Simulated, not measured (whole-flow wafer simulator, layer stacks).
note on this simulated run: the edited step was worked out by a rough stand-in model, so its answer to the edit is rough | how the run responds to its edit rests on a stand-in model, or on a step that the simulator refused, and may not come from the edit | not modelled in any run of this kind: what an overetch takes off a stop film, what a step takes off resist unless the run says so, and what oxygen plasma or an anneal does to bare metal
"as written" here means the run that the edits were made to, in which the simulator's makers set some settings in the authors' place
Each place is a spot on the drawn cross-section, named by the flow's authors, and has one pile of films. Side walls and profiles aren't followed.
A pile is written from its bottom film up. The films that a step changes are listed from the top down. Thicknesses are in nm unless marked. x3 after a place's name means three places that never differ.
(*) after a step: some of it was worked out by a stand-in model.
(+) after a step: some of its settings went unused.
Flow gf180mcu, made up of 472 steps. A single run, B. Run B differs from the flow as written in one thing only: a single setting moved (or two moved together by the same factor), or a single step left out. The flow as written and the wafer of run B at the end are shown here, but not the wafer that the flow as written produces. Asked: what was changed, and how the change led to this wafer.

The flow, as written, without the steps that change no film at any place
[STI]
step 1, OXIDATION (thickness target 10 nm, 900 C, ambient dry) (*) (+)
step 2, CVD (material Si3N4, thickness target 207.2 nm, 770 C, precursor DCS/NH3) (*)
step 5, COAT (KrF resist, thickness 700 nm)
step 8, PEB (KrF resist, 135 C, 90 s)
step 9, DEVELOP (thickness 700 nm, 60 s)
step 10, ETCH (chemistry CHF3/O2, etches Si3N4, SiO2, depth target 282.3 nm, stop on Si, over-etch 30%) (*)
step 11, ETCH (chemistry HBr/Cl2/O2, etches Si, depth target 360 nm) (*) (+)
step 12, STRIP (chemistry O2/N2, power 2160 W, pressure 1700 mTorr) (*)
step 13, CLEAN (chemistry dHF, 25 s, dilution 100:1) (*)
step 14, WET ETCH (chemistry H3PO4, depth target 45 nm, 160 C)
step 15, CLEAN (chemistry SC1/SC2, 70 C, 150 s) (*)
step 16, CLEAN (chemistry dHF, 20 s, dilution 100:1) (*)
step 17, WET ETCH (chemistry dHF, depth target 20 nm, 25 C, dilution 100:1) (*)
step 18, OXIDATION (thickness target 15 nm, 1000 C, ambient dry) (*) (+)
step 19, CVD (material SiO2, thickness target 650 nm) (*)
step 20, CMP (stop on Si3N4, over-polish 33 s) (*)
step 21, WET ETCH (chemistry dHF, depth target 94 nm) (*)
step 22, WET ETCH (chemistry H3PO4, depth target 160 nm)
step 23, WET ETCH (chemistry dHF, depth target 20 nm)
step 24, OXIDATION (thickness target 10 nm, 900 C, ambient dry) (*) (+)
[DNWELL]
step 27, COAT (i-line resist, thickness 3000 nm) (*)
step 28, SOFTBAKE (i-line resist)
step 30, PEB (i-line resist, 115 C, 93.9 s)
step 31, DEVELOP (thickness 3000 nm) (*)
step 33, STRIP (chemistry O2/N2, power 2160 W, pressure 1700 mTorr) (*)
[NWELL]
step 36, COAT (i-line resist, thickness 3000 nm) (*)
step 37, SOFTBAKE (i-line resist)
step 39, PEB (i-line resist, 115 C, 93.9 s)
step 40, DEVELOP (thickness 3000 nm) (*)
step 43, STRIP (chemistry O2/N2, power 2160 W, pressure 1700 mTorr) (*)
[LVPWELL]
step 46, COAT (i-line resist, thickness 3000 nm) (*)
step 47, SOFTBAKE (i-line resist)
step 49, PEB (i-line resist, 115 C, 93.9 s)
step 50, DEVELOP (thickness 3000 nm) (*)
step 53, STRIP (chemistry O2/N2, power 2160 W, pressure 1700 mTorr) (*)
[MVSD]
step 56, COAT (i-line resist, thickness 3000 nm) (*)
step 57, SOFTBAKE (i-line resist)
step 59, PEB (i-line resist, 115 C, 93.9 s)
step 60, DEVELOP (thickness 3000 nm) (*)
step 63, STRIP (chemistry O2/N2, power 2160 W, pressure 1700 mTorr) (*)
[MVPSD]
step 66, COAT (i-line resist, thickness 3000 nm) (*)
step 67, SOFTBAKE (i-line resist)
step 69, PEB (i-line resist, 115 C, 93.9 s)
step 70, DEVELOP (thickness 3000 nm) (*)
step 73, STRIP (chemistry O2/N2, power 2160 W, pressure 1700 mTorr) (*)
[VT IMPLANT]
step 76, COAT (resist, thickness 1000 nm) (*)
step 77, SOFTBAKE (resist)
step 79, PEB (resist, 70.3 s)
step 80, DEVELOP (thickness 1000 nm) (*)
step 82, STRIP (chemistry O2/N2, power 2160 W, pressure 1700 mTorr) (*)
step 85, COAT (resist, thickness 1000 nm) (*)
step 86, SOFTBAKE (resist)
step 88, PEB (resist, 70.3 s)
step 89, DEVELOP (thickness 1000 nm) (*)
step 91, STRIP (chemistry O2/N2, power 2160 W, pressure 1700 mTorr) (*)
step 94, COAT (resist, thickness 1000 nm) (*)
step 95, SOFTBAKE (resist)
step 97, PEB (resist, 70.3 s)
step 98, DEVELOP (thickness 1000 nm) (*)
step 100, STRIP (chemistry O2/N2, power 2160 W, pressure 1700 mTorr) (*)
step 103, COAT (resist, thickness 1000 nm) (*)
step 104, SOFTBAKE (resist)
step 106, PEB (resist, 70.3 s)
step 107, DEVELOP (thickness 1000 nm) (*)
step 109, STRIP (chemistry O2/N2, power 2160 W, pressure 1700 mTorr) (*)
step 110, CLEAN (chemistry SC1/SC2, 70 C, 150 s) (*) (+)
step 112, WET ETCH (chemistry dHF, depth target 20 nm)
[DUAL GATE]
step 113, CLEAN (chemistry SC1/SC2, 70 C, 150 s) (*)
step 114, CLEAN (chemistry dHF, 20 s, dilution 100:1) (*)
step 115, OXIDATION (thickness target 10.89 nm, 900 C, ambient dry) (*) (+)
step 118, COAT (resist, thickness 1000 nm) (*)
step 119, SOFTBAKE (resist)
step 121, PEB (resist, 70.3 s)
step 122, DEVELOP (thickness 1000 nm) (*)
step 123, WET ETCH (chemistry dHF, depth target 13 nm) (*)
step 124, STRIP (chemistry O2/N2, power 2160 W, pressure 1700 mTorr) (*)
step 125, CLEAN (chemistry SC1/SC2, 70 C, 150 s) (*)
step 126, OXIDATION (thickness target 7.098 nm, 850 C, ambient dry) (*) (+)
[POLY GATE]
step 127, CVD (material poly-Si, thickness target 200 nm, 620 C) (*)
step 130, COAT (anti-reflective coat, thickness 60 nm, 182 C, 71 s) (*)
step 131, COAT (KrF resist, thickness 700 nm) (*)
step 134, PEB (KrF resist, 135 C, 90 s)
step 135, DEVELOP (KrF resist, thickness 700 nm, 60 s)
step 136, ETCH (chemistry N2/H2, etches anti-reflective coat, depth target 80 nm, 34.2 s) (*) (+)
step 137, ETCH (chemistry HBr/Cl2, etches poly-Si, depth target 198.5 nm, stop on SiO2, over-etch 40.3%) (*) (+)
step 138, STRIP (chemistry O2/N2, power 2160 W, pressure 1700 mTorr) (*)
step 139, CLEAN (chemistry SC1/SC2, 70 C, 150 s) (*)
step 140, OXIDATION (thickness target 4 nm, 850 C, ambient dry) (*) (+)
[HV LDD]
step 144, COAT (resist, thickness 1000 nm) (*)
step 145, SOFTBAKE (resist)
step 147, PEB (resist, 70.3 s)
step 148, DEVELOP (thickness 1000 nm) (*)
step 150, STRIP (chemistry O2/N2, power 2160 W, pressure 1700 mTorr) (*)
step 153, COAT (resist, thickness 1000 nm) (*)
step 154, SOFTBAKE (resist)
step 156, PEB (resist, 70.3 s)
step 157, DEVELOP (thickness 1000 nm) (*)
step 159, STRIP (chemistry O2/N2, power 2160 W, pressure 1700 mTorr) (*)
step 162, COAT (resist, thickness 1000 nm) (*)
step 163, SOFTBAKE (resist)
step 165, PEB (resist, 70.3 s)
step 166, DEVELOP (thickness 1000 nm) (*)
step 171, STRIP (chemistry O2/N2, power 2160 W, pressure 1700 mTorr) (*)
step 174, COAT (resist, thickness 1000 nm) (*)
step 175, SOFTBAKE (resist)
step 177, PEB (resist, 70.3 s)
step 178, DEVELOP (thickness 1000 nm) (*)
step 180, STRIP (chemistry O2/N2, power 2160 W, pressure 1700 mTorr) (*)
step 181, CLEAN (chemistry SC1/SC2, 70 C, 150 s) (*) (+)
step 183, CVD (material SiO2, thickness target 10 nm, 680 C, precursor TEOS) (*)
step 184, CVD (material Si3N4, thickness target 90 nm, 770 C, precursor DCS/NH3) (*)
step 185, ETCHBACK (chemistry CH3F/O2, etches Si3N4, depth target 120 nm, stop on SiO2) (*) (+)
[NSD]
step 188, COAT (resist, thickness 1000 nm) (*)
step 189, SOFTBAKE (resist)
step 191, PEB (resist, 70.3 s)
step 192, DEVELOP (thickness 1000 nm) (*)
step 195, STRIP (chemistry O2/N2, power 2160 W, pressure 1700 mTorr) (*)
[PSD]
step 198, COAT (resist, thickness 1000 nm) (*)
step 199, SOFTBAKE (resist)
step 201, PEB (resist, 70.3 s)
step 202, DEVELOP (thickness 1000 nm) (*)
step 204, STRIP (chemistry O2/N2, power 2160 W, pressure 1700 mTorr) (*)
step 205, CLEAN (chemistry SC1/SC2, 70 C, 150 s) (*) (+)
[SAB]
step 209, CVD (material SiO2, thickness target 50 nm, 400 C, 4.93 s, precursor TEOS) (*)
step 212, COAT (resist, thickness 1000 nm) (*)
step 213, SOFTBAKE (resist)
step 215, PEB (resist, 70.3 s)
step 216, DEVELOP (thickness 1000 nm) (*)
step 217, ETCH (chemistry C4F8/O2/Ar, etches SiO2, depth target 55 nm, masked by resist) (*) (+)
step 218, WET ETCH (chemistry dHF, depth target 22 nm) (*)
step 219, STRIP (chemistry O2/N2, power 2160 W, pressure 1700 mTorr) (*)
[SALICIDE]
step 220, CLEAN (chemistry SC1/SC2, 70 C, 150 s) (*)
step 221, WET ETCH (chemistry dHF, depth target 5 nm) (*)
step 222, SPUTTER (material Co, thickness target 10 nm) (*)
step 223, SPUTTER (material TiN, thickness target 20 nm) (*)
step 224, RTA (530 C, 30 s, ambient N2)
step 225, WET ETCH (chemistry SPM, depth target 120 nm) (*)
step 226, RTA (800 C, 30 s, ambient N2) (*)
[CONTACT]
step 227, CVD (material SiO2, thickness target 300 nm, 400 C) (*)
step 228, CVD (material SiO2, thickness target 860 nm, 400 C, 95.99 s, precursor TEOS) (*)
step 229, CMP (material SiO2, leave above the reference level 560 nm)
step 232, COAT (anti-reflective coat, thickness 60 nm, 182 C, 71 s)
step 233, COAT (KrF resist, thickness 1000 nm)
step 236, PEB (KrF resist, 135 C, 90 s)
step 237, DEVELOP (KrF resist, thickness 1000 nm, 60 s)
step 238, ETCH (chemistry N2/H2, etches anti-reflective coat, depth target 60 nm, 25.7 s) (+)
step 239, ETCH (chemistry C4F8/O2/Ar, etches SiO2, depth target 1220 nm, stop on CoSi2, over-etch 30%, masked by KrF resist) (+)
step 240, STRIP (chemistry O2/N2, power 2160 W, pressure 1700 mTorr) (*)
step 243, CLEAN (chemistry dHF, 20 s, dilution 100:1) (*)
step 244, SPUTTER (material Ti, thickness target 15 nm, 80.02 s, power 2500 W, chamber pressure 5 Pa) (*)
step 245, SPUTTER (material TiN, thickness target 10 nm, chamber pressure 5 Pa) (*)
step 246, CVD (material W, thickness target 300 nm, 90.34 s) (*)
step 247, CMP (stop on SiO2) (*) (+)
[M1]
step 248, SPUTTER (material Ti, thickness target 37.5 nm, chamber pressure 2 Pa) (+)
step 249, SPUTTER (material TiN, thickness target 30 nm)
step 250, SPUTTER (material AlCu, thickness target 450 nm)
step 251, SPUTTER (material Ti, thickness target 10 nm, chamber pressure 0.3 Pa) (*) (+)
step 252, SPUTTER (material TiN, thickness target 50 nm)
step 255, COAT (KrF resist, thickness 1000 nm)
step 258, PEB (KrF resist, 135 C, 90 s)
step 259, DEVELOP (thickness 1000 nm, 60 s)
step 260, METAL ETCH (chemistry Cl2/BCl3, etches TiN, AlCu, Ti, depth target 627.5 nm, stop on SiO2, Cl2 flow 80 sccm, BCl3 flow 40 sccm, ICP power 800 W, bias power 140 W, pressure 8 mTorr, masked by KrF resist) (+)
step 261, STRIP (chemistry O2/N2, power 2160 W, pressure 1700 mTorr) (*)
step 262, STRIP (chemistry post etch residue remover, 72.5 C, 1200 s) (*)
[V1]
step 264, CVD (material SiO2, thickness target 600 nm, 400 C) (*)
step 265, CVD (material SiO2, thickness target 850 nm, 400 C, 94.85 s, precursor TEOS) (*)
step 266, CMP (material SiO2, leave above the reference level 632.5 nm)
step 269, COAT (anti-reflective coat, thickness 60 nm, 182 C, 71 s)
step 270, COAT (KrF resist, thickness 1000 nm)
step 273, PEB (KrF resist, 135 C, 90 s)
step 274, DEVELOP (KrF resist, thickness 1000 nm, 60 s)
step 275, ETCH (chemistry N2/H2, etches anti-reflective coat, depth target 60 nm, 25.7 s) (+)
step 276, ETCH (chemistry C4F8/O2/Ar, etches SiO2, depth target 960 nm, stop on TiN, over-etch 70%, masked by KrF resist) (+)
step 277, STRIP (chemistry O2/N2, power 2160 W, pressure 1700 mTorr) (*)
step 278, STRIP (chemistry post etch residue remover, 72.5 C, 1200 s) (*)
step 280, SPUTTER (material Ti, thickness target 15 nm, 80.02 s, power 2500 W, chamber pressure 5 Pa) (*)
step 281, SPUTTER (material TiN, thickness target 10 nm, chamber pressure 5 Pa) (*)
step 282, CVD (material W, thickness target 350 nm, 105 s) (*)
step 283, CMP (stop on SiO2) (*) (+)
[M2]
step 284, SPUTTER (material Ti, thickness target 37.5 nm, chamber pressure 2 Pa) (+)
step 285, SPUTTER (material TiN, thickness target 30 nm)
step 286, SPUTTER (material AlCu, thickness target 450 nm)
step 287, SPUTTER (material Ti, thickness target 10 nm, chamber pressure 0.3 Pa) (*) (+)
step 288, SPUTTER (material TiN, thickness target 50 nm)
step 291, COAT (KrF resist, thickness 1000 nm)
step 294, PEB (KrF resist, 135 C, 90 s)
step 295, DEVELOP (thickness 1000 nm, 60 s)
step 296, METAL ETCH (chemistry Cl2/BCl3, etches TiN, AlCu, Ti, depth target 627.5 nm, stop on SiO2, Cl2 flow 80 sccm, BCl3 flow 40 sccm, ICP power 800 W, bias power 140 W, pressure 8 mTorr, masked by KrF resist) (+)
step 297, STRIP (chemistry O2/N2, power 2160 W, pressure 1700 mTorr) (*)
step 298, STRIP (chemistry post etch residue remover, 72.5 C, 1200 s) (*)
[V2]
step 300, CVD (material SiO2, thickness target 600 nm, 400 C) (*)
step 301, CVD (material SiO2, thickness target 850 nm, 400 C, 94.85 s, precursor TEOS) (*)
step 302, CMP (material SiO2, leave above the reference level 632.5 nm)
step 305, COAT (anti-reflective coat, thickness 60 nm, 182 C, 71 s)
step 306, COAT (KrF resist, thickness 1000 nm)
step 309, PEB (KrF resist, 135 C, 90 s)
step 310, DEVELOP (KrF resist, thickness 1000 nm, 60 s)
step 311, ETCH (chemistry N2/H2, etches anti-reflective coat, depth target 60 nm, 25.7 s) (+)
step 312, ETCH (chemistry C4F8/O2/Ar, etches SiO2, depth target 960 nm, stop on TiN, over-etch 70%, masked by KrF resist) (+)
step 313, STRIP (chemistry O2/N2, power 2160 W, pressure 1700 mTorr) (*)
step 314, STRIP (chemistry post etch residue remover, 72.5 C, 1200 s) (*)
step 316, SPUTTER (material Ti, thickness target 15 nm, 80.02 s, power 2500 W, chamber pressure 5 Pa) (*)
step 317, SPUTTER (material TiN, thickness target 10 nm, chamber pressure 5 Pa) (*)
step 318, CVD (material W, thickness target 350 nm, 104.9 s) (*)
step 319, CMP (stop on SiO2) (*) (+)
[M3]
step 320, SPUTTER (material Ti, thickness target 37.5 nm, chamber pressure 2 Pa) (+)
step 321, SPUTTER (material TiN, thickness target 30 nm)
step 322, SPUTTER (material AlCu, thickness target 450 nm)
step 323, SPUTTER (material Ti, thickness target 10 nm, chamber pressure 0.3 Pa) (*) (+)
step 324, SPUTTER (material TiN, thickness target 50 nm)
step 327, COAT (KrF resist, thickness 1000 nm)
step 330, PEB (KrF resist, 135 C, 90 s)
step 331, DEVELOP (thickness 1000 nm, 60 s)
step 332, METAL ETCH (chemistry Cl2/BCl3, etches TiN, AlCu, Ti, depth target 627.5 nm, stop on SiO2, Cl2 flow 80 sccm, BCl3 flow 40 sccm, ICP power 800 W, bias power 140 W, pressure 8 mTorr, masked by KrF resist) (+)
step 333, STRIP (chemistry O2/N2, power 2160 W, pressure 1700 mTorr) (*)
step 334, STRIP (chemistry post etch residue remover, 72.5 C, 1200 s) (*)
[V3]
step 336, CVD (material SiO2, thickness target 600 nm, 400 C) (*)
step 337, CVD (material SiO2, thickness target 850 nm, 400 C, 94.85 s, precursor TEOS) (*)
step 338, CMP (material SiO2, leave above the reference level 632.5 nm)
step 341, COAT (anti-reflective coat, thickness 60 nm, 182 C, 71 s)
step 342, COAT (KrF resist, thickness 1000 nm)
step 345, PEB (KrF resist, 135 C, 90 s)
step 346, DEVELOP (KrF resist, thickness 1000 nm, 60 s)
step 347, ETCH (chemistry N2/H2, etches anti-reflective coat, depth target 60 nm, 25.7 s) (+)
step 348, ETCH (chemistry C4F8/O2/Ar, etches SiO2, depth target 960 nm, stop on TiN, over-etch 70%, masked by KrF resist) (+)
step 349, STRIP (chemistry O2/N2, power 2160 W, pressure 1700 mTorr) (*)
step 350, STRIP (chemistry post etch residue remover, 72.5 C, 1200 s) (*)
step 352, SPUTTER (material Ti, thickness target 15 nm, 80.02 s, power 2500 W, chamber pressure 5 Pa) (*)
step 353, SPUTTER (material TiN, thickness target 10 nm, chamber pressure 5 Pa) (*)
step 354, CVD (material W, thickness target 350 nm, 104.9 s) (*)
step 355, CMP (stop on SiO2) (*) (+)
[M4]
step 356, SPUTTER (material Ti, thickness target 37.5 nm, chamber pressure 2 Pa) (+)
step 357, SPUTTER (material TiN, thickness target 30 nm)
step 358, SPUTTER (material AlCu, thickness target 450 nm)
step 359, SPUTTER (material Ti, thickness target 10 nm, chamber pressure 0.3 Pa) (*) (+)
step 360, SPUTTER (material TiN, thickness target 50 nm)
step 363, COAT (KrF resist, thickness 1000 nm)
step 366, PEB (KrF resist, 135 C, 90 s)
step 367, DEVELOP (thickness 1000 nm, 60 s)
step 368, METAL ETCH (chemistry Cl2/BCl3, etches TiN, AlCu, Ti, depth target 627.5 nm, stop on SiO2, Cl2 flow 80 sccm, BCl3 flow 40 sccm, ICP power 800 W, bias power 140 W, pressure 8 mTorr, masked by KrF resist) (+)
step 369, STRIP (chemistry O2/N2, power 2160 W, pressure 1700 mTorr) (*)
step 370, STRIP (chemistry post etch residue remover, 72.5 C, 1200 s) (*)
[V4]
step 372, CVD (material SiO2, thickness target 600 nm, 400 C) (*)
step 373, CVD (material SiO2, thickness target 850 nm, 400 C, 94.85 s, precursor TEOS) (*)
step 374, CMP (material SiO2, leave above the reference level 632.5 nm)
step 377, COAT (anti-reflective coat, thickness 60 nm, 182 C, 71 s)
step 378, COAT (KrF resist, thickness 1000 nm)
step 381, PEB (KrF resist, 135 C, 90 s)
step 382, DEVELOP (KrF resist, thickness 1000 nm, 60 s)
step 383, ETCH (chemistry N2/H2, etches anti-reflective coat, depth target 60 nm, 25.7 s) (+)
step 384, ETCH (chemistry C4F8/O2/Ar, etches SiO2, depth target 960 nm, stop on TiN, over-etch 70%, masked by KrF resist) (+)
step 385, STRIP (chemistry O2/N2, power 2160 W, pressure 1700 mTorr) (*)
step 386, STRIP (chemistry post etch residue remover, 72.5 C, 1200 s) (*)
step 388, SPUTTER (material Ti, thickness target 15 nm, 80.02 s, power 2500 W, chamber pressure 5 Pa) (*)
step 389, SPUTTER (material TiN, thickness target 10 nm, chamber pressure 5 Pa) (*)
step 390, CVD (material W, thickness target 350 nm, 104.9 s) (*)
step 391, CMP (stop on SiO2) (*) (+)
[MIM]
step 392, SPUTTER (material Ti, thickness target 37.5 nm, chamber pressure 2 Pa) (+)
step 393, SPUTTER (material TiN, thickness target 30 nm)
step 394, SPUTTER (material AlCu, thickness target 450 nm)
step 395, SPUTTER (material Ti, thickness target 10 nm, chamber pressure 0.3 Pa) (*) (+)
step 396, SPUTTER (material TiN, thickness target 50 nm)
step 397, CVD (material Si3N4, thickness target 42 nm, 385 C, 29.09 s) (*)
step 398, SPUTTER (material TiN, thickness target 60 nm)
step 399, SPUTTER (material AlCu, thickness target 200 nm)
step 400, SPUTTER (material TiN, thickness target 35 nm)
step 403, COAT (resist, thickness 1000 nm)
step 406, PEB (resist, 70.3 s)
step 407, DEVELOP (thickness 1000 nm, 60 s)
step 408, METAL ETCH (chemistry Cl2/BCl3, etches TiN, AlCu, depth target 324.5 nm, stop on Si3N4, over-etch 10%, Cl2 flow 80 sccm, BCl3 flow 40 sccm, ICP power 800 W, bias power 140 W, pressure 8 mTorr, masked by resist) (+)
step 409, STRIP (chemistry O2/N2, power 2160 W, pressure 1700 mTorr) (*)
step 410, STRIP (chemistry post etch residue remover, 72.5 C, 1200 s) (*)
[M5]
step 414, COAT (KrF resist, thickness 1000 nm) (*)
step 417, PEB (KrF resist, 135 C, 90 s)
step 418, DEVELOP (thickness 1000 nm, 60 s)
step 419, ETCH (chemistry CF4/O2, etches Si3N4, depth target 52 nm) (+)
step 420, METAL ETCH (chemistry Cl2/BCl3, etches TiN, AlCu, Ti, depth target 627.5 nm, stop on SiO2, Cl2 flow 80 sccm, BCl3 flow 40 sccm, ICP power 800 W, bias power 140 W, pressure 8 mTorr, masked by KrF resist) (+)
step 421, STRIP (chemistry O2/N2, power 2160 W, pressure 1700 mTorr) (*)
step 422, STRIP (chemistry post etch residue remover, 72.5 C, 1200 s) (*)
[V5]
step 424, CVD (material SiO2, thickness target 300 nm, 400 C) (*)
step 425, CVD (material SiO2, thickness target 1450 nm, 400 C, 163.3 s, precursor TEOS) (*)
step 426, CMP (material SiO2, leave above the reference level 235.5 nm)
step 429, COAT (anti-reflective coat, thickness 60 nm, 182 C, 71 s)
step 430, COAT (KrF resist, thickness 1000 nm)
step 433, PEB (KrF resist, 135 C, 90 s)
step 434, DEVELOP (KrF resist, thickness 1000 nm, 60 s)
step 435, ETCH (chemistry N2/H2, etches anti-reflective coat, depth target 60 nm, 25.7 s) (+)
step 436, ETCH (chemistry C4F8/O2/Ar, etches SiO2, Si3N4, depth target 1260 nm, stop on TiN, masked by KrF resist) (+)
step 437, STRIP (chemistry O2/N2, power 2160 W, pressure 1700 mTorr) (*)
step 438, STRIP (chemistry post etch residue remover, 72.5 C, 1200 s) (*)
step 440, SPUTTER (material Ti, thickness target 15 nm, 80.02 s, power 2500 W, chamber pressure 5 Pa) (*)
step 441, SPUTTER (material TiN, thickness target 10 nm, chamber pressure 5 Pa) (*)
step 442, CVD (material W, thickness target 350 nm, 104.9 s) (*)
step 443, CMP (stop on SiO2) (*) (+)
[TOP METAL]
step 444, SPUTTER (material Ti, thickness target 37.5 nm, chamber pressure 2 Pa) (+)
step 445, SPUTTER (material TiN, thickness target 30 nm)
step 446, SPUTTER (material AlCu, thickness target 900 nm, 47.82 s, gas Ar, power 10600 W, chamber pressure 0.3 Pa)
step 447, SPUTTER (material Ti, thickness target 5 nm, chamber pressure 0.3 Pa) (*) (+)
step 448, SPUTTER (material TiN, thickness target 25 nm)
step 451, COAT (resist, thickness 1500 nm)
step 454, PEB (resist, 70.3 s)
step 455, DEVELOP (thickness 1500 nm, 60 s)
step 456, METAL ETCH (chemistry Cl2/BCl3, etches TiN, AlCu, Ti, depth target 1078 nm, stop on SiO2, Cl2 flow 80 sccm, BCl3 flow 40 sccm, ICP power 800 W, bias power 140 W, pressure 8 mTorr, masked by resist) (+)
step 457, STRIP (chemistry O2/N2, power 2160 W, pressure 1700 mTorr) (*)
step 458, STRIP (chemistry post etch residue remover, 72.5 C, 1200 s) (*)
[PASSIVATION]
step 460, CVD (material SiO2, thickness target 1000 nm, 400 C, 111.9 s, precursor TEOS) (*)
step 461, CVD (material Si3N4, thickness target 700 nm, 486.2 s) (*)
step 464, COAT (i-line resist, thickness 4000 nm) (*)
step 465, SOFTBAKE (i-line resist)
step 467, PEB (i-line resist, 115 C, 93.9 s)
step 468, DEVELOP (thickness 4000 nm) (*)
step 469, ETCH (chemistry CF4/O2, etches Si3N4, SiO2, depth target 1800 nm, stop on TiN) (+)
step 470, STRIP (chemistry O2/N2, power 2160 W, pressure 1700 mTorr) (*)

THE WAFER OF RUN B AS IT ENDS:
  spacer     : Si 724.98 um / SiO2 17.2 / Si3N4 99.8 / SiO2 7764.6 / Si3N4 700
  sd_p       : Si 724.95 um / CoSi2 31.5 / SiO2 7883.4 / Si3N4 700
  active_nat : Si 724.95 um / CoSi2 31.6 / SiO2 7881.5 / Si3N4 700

What caused this: step 184, CVD: thickness target 104 nm was run, while the flow as written has thickness target 90 nm.

How this came from the change, step by step:
  step 184, CVD (material Si3N4, thickness target 90 nm, 770 C, precursor DCS/NH3) (*)
      field, field__w1, field__w2 and 101 more: +104 Si3N4 (new film) (as written it would have been: +90 Si3N4 (new film))
  step 185, ETCHBACK (chemistry CH3F/O2, etches Si3N4, depth target 120 nm, stop on SiO2) (*) (+)
      field, field__w1, field__w2 and 100 more: -104 Si3N4 (all of it), -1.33 SiO2 (as written it would have been: -90 Si3N4 (all of it), -2.5 SiO2)
  step 189, SOFTBAKE (resist)
      field__w9: -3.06 resist (as written it would have been: +6.92 resist)
      nw_enc_fld_lv__w3: -1.74 resist (as written it would have been: +2.11 resist)
  step 199, SOFTBAKE (resist)
      field__w9: -3.06 resist (as written it would have been: +6.92 resist)
      nw_enc_fld_lv__w3: -1.74 resist (as written it would have been: +2.11 resist)
  step 209, CVD (material SiO2, thickness target 50 nm, 400 C, 4.93 s, precursor TEOS) (*)
      ld_drift_p: +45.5 SiO2 (as written it would have been: +46.7 SiO2)
      ld_drn_p: +44.8 SiO2 (as written it would have been: +46 SiO2)
  step 218, WET ETCH (chemistry dHF, depth target 22 nm) (*)
      gate, gate_hv, gate_p and 23 more: -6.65 SiO2 (all of it) (as written it would have been: -5.48 SiO2 (all of it))
      active, p_well, sd_n, iso_ptap_pw, iso_ntap_nw, iso_ptap_sub, vpnp_e: -10.2 SiO2 (all of it) (as written it would have been: -9.01 SiO2 (all of it))
      (and at 15 other places as well)
  step 223, SPUTTER (material TiN, thickness target 20 nm) (*)
      field__w2: +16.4 TiN (new film) (as written it would have been: +17 TiN (new film))
      field__w3: +15 TiN (new film) (as written it would have been: +15.7 TiN (new film))
      (and at 1 other place as well)
  step 224, RTA (530 C, 30 s, ambient N2)
      ld_drn_p: under 1 film: +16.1 CoSi (new film), -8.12 Co (all of it), -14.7 Si (as written it would have been: under 1 film: +16.7 CoSi (new film), -8.4 Co (all of it), -15.2 Si)
  step 225, WET ETCH (chemistry SPM, depth target 120 nm) (*)
      field__w2: -16.4 TiN (all of it), -8.38 Co (all of it) (as written it would have been: -17 TiN (all of it), -8.65 Co (all of it))
      field__w3: -15 TiN (all of it), -7.72 Co (all of it) (as written it would have been: -15.7 TiN (all of it), -8.06 Co (all of it))
      (and at 1 other place as well)
  step 226, RTA (800 C, 30 s, ambient N2) (*)
      ld_drn_p: +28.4 CoSi2 (new film), -16.1 CoSi (all of it), -14.7 Si (as written it would have been: +29.4 CoSi2 (new film), -16.7 CoSi (all of it), -15.2 Si)
  step 229, CMP (material SiO2, leave above the reference level 560 nm)
      spacer: -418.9 SiO2 (as written it would have been: -404.9 SiO2)
